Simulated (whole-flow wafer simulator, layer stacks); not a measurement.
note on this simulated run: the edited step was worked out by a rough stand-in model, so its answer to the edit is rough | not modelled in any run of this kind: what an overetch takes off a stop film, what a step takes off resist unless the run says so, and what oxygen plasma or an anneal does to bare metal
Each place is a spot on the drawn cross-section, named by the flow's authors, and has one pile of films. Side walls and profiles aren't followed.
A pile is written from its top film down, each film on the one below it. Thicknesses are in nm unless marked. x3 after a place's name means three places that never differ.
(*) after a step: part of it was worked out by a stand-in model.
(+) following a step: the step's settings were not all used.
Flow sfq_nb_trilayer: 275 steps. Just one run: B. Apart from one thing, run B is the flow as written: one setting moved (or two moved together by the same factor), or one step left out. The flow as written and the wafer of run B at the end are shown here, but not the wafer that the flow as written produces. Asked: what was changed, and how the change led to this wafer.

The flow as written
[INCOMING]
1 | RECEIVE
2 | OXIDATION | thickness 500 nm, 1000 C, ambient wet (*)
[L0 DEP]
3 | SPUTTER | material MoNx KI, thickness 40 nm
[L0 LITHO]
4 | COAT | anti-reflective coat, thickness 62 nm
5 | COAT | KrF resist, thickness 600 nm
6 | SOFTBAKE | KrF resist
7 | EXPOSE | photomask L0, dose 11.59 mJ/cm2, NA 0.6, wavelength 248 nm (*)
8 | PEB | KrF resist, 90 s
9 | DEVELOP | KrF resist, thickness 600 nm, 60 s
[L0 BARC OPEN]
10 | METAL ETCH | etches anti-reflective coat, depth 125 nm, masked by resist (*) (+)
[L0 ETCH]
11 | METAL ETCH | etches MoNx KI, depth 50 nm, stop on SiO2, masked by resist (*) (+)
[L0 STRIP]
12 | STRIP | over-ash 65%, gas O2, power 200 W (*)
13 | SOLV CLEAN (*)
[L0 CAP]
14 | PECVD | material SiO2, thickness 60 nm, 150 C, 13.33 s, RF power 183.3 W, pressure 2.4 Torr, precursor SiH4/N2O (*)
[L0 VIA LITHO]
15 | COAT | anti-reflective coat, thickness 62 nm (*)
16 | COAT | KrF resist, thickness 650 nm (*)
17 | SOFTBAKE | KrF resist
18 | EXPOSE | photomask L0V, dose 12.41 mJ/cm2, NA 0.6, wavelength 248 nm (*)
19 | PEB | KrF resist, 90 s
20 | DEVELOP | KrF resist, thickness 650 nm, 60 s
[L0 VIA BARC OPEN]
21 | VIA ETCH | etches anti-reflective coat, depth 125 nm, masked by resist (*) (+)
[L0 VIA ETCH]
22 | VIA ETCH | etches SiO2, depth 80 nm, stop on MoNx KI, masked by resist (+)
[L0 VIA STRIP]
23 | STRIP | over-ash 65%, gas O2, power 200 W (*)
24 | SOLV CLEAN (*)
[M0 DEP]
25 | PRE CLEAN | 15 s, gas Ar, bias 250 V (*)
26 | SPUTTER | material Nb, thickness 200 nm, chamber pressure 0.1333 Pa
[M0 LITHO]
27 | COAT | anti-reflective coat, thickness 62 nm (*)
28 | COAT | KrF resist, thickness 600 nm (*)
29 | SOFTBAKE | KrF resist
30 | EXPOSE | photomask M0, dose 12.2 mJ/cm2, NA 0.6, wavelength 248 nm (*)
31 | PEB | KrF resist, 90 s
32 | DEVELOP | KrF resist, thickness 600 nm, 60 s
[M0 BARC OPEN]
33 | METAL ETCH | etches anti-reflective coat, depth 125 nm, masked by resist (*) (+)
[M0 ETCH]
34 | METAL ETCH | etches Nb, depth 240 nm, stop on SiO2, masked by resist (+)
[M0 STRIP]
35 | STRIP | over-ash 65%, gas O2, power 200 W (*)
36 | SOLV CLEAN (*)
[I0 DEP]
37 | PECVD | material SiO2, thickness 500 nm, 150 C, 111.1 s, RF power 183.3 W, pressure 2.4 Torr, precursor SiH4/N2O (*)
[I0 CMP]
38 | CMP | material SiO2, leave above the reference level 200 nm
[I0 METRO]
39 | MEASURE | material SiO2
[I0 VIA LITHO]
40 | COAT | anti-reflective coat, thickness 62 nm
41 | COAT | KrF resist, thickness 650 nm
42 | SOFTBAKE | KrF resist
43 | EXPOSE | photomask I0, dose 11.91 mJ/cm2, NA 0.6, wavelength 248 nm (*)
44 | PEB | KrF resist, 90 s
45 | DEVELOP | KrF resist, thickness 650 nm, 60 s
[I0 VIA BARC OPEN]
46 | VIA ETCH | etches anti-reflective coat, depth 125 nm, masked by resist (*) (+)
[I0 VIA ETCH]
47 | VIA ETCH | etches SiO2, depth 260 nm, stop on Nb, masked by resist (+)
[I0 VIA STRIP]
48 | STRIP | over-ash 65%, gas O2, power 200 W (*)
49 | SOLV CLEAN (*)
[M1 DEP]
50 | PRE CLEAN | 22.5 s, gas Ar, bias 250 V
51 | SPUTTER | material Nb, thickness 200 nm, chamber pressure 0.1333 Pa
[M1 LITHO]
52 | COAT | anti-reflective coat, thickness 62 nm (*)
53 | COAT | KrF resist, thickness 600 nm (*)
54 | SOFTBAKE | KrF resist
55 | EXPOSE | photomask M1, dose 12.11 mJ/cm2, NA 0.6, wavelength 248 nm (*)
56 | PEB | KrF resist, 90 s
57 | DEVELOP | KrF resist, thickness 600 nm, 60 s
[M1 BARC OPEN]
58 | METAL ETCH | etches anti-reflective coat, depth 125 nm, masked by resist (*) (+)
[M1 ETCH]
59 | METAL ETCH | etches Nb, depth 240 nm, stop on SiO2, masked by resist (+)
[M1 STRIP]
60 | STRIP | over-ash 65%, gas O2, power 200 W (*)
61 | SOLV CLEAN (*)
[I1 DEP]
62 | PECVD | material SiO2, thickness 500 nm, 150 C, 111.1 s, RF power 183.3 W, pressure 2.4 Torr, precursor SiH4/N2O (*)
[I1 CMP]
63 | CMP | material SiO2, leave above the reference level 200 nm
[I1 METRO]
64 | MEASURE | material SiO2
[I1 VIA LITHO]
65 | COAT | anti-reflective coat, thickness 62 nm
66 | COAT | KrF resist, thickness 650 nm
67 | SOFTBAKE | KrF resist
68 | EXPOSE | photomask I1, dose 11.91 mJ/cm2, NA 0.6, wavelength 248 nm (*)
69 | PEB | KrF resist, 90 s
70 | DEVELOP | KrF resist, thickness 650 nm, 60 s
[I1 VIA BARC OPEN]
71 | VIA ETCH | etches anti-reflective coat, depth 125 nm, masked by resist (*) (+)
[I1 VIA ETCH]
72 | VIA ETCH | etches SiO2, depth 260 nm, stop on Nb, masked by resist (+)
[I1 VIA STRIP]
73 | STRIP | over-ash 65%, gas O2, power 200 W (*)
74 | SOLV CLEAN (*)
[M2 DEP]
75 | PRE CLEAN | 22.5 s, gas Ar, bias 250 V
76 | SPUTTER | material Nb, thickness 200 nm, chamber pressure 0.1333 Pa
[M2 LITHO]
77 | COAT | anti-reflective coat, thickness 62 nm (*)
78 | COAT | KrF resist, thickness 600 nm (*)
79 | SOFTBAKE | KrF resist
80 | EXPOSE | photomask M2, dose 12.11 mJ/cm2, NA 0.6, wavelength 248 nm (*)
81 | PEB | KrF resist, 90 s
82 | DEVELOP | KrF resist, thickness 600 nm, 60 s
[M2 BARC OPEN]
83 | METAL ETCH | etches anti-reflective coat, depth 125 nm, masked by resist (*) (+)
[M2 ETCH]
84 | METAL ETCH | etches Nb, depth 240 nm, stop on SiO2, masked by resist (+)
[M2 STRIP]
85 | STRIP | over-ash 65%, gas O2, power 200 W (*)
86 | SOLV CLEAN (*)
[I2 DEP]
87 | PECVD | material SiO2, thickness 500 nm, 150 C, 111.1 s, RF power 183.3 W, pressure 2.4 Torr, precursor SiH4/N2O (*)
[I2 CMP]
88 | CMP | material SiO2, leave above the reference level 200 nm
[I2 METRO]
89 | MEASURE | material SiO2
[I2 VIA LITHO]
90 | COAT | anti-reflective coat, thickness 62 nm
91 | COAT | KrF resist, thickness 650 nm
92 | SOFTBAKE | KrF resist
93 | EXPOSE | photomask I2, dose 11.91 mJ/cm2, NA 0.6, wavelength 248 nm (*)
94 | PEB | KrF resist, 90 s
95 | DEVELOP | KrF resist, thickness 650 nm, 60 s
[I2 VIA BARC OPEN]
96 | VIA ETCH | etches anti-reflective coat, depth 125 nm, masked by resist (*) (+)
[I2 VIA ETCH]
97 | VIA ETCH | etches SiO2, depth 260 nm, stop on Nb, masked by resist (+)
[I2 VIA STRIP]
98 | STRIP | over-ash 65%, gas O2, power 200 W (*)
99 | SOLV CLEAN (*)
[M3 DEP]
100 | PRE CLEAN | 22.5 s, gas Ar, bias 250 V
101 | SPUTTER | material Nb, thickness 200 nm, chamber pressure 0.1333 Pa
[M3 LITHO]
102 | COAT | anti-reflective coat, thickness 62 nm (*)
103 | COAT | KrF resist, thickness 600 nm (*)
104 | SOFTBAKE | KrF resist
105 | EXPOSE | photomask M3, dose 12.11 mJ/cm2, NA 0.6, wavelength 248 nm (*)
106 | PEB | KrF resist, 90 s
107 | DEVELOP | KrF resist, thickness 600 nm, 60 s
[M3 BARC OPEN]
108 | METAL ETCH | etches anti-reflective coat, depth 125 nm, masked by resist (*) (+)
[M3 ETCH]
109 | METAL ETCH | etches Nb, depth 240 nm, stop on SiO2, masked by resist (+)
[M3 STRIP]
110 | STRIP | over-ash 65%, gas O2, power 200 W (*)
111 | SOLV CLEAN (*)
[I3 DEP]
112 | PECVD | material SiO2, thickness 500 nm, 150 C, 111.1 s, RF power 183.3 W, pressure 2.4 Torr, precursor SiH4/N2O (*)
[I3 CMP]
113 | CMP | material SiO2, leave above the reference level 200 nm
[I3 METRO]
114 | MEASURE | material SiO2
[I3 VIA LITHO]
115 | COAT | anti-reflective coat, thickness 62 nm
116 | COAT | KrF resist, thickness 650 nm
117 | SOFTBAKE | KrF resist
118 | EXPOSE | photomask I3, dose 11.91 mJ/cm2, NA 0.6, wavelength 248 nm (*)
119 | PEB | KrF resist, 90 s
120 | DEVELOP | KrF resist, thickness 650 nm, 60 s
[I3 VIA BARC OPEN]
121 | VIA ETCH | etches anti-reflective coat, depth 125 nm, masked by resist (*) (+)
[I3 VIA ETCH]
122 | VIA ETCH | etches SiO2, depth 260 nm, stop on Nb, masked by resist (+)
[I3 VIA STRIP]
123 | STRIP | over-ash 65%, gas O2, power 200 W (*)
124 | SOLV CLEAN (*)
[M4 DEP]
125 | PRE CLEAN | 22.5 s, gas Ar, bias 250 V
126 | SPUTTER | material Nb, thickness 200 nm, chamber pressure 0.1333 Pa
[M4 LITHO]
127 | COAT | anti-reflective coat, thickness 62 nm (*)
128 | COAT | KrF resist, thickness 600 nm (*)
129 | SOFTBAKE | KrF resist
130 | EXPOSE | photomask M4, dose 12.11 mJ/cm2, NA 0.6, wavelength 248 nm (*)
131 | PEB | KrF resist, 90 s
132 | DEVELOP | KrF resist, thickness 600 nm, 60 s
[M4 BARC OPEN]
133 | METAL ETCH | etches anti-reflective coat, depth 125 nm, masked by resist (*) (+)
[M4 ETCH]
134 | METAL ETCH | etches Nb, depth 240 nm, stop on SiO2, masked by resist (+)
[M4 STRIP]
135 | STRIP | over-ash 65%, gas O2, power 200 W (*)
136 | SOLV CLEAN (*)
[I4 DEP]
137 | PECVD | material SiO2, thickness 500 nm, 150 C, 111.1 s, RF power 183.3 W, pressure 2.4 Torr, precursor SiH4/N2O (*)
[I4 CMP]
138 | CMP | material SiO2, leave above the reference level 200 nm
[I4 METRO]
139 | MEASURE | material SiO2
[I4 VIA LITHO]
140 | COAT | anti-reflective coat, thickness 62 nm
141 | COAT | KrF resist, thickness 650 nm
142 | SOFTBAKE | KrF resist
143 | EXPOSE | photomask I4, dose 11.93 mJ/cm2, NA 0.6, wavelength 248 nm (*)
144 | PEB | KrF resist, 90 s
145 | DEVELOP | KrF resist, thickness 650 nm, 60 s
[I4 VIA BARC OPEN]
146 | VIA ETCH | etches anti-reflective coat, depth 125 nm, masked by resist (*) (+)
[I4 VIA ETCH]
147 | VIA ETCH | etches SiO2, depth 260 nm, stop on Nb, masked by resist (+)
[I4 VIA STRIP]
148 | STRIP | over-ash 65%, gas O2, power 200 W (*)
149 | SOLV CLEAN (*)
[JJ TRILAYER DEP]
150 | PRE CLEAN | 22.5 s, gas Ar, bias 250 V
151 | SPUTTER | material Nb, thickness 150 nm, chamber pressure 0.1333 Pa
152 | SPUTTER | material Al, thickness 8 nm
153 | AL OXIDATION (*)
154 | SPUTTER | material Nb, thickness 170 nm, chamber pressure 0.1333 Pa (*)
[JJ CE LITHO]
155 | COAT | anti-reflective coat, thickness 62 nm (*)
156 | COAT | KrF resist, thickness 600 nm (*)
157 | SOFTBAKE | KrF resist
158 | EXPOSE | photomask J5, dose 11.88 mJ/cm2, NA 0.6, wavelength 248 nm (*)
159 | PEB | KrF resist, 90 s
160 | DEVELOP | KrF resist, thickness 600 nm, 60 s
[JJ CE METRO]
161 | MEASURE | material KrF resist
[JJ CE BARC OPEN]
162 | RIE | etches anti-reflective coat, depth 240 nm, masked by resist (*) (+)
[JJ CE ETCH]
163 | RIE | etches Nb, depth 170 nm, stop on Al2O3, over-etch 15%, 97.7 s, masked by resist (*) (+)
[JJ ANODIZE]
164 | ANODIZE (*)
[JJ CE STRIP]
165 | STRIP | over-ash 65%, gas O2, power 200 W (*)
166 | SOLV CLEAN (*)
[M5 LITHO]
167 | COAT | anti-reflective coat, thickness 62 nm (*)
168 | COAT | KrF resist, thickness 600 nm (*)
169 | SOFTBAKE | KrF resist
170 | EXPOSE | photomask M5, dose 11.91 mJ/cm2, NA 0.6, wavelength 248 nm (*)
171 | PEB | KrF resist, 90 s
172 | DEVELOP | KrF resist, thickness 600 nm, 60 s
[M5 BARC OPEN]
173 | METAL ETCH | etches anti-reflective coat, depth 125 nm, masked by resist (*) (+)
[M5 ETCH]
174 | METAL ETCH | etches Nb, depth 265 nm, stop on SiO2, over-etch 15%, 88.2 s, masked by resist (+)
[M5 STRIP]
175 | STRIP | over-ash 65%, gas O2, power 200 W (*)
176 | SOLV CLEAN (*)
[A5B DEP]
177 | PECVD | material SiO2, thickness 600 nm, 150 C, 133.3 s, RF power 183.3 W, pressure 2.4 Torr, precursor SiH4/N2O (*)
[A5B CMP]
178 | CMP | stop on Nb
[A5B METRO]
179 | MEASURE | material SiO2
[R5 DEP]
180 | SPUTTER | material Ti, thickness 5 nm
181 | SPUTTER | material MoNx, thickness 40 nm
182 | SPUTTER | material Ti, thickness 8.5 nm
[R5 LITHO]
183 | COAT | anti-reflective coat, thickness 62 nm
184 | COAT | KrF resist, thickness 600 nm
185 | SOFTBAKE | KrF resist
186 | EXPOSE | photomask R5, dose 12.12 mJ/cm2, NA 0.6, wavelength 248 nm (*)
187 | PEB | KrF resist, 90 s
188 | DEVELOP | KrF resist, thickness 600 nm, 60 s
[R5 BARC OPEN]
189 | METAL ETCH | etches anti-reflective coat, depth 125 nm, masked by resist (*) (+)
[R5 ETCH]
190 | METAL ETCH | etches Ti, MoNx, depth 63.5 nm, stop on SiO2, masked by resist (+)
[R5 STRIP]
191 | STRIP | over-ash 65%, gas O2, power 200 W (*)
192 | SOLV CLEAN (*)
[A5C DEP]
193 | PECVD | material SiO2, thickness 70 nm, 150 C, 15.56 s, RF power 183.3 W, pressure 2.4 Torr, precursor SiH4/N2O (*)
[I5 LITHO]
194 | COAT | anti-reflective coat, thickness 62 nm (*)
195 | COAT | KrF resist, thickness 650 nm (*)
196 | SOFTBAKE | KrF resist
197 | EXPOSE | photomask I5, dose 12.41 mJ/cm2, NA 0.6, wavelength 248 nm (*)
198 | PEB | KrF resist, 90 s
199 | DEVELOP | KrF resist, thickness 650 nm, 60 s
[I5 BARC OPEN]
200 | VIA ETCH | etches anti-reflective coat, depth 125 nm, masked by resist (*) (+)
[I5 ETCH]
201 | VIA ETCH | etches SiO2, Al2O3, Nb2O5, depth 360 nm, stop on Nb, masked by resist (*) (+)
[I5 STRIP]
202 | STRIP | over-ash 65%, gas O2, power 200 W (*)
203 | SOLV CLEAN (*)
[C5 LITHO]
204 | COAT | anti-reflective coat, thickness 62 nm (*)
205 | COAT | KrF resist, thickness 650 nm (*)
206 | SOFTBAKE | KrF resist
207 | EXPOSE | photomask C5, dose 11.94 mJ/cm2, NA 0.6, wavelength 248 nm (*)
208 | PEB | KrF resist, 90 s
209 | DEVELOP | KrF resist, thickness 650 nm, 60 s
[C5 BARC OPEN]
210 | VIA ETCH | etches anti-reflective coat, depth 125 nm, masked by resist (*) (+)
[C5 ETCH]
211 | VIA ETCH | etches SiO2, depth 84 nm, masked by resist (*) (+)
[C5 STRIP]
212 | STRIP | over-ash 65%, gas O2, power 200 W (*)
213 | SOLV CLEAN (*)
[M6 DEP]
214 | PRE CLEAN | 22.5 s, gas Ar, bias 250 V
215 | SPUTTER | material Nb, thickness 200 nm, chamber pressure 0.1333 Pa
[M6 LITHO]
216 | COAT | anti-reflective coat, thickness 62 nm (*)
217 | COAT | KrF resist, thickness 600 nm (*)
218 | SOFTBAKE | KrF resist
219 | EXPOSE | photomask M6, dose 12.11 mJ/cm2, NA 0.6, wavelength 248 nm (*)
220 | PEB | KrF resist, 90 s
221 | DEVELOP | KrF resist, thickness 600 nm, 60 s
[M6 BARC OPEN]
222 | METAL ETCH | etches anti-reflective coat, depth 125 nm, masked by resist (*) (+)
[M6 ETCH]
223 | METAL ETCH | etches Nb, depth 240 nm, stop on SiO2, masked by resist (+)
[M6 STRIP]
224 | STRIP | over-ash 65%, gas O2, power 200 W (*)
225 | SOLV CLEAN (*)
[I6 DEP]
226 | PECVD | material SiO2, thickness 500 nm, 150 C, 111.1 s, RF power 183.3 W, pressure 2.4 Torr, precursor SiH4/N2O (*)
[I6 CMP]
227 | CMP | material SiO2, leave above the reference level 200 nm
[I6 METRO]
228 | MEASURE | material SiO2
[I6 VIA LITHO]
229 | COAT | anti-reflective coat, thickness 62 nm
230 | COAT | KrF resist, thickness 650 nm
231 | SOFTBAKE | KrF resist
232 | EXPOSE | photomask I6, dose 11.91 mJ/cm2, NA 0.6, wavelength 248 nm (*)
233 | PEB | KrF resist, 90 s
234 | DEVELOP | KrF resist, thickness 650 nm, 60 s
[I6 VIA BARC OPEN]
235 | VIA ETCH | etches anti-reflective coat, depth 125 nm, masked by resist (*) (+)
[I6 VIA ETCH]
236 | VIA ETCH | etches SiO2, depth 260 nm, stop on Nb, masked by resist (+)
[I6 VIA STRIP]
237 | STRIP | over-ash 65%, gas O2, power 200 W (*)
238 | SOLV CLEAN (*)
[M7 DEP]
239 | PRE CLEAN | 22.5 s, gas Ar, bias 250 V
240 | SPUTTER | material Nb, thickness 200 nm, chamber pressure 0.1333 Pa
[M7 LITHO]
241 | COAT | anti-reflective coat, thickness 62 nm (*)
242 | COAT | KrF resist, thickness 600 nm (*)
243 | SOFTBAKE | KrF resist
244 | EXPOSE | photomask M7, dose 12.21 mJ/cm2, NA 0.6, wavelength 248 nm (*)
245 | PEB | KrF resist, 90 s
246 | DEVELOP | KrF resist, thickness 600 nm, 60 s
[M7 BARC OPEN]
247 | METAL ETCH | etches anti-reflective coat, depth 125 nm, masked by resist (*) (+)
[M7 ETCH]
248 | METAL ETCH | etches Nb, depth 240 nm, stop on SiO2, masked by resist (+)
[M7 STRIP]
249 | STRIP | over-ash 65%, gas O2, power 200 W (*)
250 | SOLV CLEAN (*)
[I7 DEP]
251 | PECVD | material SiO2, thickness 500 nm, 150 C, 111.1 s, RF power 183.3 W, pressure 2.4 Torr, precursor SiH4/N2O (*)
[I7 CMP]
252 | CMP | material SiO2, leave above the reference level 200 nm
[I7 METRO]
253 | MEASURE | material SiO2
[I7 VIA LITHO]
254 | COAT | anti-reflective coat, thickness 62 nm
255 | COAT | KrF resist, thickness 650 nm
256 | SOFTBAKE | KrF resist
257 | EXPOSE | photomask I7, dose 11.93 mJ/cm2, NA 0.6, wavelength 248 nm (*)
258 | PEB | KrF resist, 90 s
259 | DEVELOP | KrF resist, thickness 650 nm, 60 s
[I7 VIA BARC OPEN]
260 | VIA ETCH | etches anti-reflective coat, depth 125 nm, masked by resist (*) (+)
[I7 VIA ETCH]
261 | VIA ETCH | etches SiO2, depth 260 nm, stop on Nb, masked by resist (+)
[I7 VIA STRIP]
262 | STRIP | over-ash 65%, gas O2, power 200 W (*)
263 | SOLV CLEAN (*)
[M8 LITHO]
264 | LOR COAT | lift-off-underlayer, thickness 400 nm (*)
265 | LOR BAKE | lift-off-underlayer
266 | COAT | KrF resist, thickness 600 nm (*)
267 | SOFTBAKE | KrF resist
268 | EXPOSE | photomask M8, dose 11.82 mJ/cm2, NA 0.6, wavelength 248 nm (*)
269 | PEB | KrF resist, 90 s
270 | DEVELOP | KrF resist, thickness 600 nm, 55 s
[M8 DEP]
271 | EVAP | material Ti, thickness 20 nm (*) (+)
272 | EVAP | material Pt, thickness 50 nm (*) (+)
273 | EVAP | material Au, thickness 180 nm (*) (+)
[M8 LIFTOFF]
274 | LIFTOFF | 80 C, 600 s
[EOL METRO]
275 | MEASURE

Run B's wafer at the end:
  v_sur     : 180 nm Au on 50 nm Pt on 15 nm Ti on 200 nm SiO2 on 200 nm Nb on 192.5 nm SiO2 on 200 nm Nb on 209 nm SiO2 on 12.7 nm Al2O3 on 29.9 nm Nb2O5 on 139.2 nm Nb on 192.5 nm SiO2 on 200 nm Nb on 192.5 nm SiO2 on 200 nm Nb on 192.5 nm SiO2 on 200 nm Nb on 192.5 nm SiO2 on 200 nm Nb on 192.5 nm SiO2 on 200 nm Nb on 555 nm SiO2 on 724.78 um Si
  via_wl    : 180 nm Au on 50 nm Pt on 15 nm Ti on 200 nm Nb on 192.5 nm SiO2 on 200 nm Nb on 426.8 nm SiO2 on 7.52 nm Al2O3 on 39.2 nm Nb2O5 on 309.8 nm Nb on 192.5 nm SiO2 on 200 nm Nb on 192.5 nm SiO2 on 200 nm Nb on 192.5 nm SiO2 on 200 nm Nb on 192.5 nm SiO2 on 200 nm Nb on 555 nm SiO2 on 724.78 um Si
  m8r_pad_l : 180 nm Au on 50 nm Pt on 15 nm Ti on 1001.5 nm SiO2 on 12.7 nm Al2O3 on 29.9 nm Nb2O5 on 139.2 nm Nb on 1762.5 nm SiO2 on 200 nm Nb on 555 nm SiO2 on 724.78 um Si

Cause: step 271, EVAP: thickness 15 nm was run, whereas the flow has thickness 20 nm.
The wafer lets one read it off: v_sur has Ti 15, and step 271 as written asks for 20 nm.

How this came from the change, step by step:
  271 | EVAP | material Ti, thickness 20 nm (*) (+)
      field_l, v_sur, via_wl and 103 more: Ti gains 15 (new film) (it would be, as written: Ti gains 20 (new film))
  274 | LIFTOFF | 80 C, 600 s
      p4_fl, p4_fm, p4_w1 and 71 more: Au loses 180 (all of it), Pt loses 50 (all of it), Ti loses 15 (all of it), KrF resist loses 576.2 (all of it), lift-off-underlayer loses 400 (all of it) (it would be, as written: Au loses 180 (all of it), Pt loses 50 (all of it), Ti loses 20 (all of it), KrF resist loses 576.2 (all of it), lift-off-underlayer loses 400 (all of it))
      c5j, ce_r: Au loses 180 (all of it), Pt loses 50 (all of it), Ti loses 15 (all of it), KrF resist loses 573.3 (all of it), lift-off-underlayer loses 399.3 (all of it) (it would be, as written: Au loses 180 (all of it), Pt loses 50 (all of it), Ti loses 20 (all of it), KrF resist loses 573.3 (all of it), lift-off-underlayer loses 399.3 (all of it))
      (also at 19 further places)
